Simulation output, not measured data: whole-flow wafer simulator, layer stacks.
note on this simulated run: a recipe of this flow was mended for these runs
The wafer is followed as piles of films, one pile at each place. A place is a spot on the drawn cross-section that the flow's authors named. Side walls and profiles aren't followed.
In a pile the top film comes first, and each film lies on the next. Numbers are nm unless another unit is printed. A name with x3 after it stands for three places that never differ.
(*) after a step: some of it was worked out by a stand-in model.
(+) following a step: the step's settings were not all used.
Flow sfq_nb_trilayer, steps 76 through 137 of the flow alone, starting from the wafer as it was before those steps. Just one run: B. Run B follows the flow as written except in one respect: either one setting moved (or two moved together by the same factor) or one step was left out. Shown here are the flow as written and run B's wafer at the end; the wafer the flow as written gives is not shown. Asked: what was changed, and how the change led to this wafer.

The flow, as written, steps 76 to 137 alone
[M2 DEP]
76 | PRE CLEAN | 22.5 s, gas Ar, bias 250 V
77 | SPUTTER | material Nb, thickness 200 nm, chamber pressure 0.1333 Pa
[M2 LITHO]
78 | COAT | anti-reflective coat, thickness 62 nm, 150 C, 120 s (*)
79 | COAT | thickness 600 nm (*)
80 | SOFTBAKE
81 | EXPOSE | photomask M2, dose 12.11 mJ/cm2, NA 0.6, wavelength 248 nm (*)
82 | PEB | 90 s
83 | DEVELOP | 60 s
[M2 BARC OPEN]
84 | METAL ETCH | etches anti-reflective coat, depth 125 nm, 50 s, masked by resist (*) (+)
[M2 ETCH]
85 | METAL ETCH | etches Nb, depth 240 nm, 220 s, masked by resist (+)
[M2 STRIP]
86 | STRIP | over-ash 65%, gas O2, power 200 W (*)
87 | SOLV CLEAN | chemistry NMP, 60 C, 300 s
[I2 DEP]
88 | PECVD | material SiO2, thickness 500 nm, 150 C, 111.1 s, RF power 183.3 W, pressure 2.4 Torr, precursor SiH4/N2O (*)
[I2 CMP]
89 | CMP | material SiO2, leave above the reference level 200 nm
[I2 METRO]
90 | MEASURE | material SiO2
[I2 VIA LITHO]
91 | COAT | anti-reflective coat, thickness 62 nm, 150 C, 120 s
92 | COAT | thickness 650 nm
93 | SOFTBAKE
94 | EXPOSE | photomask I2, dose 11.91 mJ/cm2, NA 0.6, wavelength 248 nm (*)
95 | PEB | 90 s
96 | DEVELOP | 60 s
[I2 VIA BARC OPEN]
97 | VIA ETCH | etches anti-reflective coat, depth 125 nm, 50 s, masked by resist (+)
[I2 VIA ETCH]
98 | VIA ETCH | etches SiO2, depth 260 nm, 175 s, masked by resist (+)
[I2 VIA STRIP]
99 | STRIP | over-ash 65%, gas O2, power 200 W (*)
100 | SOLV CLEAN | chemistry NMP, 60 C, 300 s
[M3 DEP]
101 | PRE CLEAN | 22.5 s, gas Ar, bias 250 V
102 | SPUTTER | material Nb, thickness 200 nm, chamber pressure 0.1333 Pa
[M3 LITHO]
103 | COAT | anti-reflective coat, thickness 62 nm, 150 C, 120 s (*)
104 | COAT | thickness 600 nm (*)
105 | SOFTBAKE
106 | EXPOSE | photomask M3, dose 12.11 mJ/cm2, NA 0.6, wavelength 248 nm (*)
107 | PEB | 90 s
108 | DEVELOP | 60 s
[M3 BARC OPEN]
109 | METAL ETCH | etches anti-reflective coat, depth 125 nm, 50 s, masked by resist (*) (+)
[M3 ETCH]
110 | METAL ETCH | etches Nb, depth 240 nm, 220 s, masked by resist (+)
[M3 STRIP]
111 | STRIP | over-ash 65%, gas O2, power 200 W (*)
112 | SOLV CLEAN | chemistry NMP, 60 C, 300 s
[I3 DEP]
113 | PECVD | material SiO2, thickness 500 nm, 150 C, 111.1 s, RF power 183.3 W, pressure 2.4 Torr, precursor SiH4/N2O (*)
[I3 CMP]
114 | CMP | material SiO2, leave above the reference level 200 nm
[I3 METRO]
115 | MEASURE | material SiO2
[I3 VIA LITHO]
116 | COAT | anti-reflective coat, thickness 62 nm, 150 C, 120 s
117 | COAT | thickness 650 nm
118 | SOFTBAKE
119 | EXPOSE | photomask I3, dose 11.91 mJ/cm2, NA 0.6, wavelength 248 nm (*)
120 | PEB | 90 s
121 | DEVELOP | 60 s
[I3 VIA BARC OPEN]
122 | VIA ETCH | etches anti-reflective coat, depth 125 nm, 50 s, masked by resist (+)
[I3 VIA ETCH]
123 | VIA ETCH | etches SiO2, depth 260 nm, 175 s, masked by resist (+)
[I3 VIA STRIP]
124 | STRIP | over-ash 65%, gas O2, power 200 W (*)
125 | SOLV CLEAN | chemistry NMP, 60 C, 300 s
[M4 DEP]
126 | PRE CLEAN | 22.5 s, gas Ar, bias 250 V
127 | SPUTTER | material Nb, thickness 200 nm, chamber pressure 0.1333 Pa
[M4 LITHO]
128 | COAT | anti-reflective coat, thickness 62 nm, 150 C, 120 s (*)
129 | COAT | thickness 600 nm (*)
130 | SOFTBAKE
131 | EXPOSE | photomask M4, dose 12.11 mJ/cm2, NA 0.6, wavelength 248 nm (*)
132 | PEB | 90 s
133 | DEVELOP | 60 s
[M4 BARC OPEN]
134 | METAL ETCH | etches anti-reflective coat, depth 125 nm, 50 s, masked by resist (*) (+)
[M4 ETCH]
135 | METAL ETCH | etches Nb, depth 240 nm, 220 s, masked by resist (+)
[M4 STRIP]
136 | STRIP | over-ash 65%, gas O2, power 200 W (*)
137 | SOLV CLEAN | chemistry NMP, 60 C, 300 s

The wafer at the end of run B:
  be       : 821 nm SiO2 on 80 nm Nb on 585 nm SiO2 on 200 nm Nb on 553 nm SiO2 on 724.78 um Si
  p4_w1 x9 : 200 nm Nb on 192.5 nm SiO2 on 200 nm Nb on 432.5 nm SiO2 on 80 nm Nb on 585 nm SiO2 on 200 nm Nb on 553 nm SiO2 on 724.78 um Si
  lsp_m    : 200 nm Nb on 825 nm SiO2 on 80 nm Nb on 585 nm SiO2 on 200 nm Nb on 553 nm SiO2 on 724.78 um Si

Cause: step 77, SPUTTER: thickness 320 nm was run, though the flow has thickness 200 nm.

Step by step, how the change led to this:
  77 | SPUTTER | material Nb, thickness 200 nm, chamber pressure 0.1333 Pa
      field_l, v_sur, via_wl and 102 more: +320 Nb (new film) (in the flow as written it would be: +200 Nb (new film))
      via_v: +278.1 Nb (in the flow as written it would be: +172.8 Nb)
  78 | COAT | anti-reflective coat, thickness 62 nm, 150 C, 120 s (*)
      via_v: +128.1 anti-reflective coat (new film) (in the flow as written it would be: +125.2 anti-reflective coat (new film))
  85 | METAL ETCH | etches Nb, depth 240 nm, 220 s, masked by resist (+)
      field_l, be, be_sur and 81 more: -240 Nb (in the flow as written it would be: -200 Nb (all of it), -4 SiO2)
  86 | STRIP | over-ash 65%, gas O2, power 200 W (*)
      via_v: -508 KrF-resist-other-grade (all of it), -128.1 anti-reflective coat (all of it) (in the flow as written it would be: -498 KrF-resist-other-grade (all of it), -125.2 anti-reflective coat (all of it))
  88 | PECVD | material SiO2, thickness 500 nm, 150 C, 111.1 s, RF power 183.3 W, pressure 2.4 Torr, precursor SiH4/N2O (*)
      field_l, be, be_sur and 81 more: +500 SiO2 (new film) (in the flow as written it would be: +500 SiO2)
  89 | CMP | material SiO2, leave above the reference level 200 nm
      field_l, be, be_sur and 81 more: -60 SiO2 (in the flow as written it would be: -96 SiO2)
      via_v: -157.1 SiO2 (in the flow as written it would be: -181.6 SiO2)
If metal films that touch count as one body, be has 2 bodies (between them, from the top down: SiO2 585); the flow as written gives 1 body.
If metal films that touch count as one body, p4_w1 x9 has 4 bodies (between them, from the top down: SiO2 192.5; SiO2 432.5; SiO2 585); the flow as written gives 3 bodies (between them, from the top down: SiO2 192.5; SiO2 977.5).
If metal films that touch count as one body, lsp_m has 3 bodies (between them, from the top down: SiO2 825; SiO2 585); the flow as written gives 2 bodies (between them, from the top down: SiO2 1370).
